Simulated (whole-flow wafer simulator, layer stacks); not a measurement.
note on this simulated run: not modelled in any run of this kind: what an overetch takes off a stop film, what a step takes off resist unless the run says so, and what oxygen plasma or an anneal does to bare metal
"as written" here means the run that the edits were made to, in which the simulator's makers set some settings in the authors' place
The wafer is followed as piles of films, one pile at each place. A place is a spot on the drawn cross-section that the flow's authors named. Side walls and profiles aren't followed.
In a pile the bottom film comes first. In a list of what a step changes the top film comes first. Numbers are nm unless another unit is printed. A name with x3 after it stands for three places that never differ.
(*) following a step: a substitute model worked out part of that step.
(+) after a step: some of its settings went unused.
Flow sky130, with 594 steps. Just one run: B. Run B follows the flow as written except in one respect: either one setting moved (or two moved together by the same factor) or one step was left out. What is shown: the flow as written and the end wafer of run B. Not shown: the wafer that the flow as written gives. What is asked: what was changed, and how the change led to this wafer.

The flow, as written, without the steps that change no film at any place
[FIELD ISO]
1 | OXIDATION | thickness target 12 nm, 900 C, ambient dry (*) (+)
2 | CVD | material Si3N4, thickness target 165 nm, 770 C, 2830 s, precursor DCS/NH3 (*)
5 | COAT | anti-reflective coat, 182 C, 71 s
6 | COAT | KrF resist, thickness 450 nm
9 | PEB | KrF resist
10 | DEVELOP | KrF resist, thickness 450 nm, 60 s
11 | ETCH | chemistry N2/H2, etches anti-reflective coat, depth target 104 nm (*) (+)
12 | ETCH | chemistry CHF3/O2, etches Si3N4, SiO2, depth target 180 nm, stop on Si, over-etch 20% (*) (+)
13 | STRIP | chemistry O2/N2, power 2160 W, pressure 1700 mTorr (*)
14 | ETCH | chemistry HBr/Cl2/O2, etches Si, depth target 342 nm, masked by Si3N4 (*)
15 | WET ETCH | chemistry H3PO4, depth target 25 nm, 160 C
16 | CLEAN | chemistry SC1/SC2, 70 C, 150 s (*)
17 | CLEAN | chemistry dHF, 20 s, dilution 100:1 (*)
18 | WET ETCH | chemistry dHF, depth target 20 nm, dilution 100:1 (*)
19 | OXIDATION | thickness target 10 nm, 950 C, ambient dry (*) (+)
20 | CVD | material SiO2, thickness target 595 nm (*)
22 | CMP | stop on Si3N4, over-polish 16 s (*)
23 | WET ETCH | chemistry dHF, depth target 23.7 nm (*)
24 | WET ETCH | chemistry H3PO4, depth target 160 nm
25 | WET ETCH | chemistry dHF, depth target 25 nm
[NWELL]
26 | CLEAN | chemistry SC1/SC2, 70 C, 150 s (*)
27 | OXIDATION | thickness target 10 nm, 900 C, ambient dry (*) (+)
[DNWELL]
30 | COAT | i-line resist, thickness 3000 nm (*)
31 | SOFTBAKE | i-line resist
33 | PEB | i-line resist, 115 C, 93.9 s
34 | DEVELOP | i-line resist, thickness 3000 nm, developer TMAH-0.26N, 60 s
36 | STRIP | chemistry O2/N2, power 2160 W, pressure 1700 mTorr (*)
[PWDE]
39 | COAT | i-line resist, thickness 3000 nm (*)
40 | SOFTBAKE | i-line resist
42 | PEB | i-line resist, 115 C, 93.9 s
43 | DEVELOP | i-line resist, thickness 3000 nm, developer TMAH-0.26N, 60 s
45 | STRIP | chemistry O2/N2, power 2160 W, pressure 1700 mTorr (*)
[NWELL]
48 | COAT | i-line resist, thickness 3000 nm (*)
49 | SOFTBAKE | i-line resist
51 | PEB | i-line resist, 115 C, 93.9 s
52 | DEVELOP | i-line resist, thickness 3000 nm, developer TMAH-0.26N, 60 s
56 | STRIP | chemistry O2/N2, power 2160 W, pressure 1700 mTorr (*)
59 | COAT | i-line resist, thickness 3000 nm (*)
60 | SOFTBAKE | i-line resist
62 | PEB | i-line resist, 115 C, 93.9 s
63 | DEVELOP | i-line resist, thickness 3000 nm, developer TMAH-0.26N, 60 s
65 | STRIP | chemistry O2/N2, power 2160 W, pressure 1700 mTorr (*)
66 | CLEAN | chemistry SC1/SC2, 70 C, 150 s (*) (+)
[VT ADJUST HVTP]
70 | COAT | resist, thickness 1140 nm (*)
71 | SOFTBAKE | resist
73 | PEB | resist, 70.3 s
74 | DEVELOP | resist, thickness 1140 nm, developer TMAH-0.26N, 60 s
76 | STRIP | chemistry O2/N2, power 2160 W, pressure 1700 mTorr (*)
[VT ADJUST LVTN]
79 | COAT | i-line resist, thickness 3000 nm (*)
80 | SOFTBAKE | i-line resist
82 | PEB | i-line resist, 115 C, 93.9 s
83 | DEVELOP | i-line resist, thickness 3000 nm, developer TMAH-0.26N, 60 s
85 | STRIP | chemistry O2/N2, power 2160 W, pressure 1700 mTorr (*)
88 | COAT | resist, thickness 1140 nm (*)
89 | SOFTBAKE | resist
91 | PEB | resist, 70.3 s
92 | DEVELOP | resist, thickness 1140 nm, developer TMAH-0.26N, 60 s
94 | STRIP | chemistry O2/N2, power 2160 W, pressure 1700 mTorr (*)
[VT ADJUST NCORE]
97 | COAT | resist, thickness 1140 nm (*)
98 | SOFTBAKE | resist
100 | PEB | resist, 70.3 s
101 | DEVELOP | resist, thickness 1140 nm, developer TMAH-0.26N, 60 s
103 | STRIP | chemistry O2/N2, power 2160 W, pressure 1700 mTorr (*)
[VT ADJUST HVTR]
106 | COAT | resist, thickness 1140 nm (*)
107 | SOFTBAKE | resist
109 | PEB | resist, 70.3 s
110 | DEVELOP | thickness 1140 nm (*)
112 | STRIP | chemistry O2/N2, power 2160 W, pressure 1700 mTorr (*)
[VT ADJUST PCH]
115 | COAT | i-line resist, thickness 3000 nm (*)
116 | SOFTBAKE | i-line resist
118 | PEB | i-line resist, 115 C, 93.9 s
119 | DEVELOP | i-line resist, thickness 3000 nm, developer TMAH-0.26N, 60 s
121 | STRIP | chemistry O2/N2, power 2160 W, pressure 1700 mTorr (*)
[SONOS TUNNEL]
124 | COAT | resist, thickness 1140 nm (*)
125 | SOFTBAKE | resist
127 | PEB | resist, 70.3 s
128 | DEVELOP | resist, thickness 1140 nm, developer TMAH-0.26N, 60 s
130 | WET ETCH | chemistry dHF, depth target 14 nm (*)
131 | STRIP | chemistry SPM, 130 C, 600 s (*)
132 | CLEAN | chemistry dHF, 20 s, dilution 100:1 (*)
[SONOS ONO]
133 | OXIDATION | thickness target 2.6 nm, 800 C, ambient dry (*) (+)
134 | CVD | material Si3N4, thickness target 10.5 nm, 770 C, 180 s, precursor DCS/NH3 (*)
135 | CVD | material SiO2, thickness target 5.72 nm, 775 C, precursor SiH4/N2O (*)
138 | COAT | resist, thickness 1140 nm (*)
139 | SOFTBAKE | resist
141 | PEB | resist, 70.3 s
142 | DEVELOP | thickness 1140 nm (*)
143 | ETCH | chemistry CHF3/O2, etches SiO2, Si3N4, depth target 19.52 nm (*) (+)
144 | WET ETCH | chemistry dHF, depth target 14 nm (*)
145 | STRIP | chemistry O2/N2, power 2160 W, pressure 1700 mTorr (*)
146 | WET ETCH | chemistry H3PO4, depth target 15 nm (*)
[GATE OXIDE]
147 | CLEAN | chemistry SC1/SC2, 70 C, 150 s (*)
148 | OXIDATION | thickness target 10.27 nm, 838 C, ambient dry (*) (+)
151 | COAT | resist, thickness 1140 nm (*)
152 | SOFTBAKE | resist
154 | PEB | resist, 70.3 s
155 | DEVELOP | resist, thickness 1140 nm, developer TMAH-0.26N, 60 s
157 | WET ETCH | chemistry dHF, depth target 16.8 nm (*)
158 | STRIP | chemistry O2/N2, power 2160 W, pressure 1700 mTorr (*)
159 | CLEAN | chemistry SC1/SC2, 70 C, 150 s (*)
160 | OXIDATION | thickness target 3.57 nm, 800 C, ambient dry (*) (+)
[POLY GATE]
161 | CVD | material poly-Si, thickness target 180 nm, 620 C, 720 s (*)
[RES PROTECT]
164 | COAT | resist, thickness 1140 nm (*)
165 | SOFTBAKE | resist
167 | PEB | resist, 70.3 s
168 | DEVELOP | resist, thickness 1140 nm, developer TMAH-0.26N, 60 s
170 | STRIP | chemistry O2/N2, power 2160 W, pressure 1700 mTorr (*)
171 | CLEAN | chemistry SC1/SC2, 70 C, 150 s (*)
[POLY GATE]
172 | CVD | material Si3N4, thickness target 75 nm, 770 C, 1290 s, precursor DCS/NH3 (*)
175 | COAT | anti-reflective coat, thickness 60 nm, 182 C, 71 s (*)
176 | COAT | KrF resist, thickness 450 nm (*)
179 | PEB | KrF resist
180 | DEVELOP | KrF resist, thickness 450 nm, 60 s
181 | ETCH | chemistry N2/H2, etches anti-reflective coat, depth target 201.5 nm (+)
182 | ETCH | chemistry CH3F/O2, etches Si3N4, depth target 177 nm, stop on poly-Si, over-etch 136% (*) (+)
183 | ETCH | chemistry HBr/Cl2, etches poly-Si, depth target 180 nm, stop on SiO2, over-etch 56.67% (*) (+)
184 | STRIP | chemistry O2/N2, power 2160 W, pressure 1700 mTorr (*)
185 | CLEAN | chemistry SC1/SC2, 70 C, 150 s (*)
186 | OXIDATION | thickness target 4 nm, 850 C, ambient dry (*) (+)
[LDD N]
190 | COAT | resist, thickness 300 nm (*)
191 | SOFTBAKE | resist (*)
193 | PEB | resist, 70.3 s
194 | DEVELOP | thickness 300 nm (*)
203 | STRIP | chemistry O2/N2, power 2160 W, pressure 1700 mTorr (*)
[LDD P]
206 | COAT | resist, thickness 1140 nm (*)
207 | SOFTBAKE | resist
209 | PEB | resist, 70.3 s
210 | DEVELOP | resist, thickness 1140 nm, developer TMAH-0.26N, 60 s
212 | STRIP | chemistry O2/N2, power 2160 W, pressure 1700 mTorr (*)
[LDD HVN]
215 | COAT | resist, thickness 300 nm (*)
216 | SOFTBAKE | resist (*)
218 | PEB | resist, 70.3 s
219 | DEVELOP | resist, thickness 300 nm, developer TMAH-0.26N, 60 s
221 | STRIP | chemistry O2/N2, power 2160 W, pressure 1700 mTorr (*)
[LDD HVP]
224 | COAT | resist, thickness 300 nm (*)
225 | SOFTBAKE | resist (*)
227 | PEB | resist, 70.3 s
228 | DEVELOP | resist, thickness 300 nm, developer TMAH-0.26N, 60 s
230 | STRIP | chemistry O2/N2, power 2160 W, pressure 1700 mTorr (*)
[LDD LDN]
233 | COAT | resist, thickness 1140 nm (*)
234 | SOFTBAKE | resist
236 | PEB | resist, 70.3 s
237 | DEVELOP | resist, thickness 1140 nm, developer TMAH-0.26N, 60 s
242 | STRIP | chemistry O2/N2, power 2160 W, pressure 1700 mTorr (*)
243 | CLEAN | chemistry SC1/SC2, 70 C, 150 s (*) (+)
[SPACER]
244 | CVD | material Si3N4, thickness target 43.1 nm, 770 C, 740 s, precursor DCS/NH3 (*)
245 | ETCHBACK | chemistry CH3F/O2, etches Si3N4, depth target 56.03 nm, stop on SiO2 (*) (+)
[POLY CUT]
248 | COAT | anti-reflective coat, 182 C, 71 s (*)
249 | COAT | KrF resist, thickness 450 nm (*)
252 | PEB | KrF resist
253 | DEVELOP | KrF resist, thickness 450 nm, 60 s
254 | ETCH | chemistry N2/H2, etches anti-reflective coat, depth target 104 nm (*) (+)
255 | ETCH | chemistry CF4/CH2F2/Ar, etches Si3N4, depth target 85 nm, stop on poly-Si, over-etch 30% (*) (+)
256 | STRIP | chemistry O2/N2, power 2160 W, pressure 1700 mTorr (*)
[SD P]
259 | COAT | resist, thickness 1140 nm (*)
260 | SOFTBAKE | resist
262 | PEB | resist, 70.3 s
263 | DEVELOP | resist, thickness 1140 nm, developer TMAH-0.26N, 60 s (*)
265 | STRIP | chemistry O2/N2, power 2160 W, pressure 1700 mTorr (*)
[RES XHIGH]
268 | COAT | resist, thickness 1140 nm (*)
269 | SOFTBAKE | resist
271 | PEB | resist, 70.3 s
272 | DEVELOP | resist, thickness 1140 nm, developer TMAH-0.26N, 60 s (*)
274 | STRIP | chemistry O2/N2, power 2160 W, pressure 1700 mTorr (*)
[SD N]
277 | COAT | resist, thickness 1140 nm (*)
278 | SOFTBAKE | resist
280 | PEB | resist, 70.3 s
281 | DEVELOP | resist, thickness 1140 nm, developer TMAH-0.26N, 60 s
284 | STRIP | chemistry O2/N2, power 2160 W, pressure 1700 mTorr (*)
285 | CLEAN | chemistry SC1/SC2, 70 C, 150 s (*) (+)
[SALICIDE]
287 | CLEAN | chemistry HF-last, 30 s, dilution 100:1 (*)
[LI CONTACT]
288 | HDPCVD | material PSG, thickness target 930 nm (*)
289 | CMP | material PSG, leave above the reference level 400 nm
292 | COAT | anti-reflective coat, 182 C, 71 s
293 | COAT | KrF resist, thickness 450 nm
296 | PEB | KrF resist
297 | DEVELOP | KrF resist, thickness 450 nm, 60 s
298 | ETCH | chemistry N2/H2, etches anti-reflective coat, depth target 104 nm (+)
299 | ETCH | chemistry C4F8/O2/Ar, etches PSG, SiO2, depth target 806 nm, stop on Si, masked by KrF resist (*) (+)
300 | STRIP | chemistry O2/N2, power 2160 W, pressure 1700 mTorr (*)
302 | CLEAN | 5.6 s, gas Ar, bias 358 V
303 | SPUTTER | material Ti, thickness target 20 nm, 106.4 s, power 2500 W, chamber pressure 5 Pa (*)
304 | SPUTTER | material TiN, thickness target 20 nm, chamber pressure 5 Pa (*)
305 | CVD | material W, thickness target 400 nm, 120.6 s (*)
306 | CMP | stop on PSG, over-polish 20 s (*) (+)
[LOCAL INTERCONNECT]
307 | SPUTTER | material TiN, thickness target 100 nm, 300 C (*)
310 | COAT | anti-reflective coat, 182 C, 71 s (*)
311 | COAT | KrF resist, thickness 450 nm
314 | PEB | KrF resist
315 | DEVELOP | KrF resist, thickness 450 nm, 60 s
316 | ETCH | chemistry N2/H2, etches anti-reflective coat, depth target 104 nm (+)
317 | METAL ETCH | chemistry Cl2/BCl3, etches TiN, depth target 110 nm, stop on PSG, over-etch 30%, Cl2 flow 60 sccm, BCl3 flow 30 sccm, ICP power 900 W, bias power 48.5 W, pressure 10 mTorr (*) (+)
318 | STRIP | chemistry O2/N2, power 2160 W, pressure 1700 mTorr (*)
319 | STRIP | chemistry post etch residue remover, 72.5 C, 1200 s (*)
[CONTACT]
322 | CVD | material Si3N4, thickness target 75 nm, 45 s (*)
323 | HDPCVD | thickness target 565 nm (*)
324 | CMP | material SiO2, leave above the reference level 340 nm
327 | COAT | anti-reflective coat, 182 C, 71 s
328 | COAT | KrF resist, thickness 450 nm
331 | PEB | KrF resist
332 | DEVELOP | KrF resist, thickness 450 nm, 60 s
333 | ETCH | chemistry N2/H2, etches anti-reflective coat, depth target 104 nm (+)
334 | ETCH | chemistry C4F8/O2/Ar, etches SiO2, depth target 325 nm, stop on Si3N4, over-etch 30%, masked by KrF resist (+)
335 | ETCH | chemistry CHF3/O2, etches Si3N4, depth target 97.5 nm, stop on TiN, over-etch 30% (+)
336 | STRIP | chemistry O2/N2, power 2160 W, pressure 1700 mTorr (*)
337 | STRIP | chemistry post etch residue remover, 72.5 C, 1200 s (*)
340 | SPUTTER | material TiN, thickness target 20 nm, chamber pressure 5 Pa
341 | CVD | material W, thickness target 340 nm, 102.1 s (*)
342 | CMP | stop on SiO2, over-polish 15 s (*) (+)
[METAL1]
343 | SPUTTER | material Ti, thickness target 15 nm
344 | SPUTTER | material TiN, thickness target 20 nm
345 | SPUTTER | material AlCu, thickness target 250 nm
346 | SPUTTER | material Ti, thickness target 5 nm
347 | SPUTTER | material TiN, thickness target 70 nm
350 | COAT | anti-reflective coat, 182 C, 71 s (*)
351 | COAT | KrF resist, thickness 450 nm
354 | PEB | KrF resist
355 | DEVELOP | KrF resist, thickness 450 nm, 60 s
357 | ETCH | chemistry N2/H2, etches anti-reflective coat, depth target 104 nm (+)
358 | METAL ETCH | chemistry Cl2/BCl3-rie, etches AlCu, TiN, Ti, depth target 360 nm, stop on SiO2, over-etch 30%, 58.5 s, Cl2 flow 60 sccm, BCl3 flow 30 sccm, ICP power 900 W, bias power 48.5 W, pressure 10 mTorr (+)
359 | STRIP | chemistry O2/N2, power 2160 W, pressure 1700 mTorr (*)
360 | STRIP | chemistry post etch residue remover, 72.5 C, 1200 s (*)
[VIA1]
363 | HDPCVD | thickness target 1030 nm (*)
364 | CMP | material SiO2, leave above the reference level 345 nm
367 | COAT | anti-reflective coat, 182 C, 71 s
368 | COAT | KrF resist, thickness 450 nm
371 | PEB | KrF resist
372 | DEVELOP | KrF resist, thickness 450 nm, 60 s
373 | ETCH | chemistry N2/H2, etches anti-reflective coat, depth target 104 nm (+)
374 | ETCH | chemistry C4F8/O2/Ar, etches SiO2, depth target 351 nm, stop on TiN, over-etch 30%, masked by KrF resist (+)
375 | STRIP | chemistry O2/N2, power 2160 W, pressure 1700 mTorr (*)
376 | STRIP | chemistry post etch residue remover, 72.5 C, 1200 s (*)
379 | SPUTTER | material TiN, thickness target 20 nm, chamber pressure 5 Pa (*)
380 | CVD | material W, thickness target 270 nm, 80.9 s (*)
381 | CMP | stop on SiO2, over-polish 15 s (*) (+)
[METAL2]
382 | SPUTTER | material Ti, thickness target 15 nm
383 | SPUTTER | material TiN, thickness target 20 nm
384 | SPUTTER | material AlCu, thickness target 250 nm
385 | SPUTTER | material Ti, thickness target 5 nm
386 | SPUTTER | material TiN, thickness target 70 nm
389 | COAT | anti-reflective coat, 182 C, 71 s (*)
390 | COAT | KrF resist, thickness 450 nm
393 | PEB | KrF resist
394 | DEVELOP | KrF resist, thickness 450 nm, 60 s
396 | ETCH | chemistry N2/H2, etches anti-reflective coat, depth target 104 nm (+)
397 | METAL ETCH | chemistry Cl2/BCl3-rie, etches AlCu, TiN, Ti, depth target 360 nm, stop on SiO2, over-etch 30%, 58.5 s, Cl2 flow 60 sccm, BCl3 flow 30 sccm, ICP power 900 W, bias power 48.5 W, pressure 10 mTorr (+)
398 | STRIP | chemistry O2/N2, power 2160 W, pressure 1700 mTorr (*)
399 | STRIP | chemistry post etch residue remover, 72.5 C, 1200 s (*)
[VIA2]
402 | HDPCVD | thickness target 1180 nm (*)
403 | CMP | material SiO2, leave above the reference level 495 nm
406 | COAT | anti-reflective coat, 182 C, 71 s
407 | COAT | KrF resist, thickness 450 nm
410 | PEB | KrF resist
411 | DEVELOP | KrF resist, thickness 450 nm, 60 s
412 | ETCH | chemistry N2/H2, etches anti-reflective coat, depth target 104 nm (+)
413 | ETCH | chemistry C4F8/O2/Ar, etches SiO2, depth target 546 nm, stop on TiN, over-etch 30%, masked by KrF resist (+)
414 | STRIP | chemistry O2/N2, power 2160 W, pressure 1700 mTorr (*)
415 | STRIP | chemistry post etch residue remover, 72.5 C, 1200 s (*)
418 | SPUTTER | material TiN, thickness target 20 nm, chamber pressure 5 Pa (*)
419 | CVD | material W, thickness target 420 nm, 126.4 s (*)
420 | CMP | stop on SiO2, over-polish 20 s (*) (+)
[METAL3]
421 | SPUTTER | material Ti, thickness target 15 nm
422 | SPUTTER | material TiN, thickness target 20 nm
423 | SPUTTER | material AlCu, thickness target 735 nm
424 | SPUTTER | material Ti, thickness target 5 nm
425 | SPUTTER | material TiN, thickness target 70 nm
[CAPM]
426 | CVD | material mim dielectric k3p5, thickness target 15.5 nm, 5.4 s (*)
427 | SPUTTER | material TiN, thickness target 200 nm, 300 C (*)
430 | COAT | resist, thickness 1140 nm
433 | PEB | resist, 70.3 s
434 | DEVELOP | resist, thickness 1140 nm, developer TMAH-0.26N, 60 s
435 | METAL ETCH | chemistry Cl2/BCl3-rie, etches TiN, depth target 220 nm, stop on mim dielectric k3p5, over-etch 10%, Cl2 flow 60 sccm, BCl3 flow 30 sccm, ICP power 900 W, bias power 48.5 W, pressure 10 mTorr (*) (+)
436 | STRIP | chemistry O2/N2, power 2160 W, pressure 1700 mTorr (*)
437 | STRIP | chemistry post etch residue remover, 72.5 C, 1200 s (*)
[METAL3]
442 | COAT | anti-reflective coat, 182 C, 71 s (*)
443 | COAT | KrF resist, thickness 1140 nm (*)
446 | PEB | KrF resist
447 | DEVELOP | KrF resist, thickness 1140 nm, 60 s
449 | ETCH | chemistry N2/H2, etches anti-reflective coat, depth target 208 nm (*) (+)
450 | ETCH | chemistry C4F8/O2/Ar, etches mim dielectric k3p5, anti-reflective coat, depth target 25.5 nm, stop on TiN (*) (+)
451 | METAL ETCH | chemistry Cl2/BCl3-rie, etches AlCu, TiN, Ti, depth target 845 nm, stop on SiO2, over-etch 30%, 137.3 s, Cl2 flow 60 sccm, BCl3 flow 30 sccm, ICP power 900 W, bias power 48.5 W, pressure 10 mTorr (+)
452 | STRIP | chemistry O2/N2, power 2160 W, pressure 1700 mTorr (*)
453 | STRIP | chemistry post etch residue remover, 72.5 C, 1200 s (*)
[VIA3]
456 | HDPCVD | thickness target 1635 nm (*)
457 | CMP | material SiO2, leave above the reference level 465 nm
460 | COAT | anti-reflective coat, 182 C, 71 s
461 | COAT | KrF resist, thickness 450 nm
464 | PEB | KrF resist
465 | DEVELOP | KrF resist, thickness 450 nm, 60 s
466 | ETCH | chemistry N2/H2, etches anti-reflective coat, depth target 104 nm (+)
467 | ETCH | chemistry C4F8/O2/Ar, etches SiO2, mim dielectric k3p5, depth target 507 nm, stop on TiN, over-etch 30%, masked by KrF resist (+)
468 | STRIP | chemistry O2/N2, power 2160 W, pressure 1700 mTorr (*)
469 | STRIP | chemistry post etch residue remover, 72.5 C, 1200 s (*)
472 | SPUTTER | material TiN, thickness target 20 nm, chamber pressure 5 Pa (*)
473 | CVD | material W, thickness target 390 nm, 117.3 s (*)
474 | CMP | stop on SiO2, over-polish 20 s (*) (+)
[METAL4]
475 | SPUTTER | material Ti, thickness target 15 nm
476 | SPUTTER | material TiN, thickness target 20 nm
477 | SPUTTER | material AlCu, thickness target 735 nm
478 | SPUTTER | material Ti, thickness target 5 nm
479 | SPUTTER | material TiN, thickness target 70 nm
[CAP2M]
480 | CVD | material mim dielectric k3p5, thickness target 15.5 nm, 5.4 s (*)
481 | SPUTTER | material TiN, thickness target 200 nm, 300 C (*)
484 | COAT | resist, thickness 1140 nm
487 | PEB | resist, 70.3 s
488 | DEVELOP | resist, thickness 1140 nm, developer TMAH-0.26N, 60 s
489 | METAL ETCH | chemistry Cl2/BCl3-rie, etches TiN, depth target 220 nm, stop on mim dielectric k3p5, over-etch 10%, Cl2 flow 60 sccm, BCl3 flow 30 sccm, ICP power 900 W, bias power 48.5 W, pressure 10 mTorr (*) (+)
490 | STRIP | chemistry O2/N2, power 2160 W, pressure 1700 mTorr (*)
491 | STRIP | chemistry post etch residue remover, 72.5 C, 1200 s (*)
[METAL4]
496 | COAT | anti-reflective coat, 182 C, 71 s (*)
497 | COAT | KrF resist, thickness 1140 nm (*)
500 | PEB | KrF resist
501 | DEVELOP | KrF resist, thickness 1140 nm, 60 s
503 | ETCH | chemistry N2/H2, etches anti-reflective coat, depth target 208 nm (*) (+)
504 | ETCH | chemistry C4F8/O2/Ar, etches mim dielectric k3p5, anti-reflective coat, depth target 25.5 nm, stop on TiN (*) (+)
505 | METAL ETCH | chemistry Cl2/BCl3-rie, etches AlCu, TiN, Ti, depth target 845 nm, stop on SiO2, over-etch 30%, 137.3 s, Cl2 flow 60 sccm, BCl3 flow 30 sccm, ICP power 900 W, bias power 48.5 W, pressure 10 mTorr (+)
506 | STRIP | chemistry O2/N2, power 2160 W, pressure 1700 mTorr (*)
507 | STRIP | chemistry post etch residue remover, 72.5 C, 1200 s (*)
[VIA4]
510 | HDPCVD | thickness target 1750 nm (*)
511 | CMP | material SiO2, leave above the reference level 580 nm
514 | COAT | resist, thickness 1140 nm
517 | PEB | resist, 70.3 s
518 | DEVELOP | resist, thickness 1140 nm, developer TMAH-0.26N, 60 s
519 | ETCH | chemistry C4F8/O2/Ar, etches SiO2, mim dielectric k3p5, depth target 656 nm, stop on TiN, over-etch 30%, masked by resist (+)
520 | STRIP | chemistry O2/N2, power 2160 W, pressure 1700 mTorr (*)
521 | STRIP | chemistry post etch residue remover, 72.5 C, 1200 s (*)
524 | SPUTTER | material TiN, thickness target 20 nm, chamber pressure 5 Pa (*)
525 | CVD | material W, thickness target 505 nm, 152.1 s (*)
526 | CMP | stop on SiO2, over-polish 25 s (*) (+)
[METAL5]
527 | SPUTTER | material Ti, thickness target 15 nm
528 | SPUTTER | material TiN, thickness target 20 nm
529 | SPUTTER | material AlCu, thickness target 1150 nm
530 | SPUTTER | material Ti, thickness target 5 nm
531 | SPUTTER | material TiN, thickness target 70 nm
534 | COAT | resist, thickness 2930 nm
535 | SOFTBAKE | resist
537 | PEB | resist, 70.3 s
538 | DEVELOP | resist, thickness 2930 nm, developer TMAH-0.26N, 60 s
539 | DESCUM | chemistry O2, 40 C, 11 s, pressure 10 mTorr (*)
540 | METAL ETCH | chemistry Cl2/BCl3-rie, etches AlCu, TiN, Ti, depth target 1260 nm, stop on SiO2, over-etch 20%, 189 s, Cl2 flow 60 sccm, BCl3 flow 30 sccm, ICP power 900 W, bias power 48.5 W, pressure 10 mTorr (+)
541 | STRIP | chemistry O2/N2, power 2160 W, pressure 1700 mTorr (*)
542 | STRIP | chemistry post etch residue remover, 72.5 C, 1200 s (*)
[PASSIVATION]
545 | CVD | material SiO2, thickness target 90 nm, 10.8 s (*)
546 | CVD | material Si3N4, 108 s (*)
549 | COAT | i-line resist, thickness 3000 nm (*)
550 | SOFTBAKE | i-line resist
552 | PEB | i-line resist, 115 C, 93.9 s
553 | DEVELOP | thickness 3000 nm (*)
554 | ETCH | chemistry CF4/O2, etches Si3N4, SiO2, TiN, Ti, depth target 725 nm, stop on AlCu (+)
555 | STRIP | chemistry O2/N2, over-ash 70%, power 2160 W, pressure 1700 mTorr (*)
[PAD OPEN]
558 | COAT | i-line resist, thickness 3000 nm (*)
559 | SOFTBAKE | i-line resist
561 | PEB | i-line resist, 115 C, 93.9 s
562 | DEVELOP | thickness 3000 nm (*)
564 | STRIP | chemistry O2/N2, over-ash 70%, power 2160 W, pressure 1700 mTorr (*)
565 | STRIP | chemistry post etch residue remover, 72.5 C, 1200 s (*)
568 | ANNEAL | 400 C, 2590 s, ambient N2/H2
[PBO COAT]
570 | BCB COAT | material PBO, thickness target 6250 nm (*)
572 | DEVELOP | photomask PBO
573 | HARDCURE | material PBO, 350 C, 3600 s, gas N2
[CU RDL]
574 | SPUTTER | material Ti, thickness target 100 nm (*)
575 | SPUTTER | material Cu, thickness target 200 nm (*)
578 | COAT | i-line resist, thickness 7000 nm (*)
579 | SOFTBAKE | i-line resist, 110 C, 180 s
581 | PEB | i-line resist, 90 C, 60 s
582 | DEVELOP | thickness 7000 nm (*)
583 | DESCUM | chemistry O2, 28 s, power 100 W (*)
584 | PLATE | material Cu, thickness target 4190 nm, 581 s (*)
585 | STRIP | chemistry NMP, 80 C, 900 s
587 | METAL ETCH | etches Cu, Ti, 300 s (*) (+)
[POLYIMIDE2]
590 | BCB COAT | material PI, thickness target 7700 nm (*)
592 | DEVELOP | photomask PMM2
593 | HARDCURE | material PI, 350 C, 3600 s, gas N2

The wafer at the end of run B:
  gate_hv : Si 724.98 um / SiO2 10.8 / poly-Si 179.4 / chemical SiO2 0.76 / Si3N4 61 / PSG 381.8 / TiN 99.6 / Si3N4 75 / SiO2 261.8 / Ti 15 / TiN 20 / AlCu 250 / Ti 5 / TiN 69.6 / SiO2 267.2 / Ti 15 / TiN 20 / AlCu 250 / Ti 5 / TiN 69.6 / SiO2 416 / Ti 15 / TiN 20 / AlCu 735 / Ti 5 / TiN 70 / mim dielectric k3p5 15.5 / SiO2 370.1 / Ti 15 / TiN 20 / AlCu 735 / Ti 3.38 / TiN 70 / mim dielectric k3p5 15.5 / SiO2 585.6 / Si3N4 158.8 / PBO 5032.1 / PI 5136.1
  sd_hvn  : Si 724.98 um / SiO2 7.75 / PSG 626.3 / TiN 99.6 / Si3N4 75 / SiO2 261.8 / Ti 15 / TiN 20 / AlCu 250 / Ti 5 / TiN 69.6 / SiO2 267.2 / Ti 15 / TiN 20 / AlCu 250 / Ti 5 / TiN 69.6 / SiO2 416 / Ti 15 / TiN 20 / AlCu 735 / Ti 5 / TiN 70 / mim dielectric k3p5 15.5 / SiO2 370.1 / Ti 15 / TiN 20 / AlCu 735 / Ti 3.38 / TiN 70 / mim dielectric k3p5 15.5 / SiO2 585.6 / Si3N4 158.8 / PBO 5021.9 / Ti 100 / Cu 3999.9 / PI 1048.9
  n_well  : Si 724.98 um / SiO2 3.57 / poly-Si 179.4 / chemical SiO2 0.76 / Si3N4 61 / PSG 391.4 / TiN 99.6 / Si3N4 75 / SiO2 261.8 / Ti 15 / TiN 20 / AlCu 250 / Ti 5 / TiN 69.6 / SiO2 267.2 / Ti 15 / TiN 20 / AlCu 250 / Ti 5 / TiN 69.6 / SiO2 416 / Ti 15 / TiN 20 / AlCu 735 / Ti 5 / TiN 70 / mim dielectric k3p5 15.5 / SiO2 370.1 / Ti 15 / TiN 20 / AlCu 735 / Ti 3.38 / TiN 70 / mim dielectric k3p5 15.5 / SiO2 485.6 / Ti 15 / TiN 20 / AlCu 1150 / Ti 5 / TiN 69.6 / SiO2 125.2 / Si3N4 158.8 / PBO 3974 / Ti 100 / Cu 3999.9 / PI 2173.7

Cause: step 478, SPUTTER: thickness target 3.38 nm was run, while the flow as written has thickness target 5 nm.
The wafer lets one read it off: gate_hv has Ti 3.38, and step 478 as written asks for 5 nm.

How this came from the change, step by step:
  478 | SPUTTER | material Ti, thickness target 5 nm
      field, active, n_well and 189 more: +3.38 Ti (new film) (in the flow as written it would be: +5 Ti (new film))
  505 | METAL ETCH | chemistry Cl2/BCl3-rie, etches AlCu, TiN, Ti, depth target 845 nm, stop on SiO2, over-etch 30%, 137.3 s, Cl2 flow 60 sccm, BCl3 flow 30 sccm, ICP power 900 W, bias power 48.5 W, pressure 10 mTorr (+)
      field, gate, spacer and 68 more: -70 TiN (all of it), -3.38 Ti (all of it), -735 AlCu (all of it), -20 TiN (all of it), -15 Ti (all of it), -25.5 SiO2 (in the flow as written it would be: -70 TiN (all of it), -5 Ti (all of it), -735 AlCu (all of it), -20 TiN (all of it), -15 Ti (all of it), -25.4 SiO2)
      active, vpp_iso1, mim_edge_plate and 14 more: -70 TiN (all of it), -3.38 Ti (all of it), -735 AlCu (all of it), -20 TiN (all of it), -15 Ti (all of it), -25.5 SiO2 (in the flow as written it would be: -70 TiN (all of it), -5 Ti (all of it), -735 AlCu (all of it), -20 TiN (all of it), -15 Ti (all of it), -25.3 SiO2)
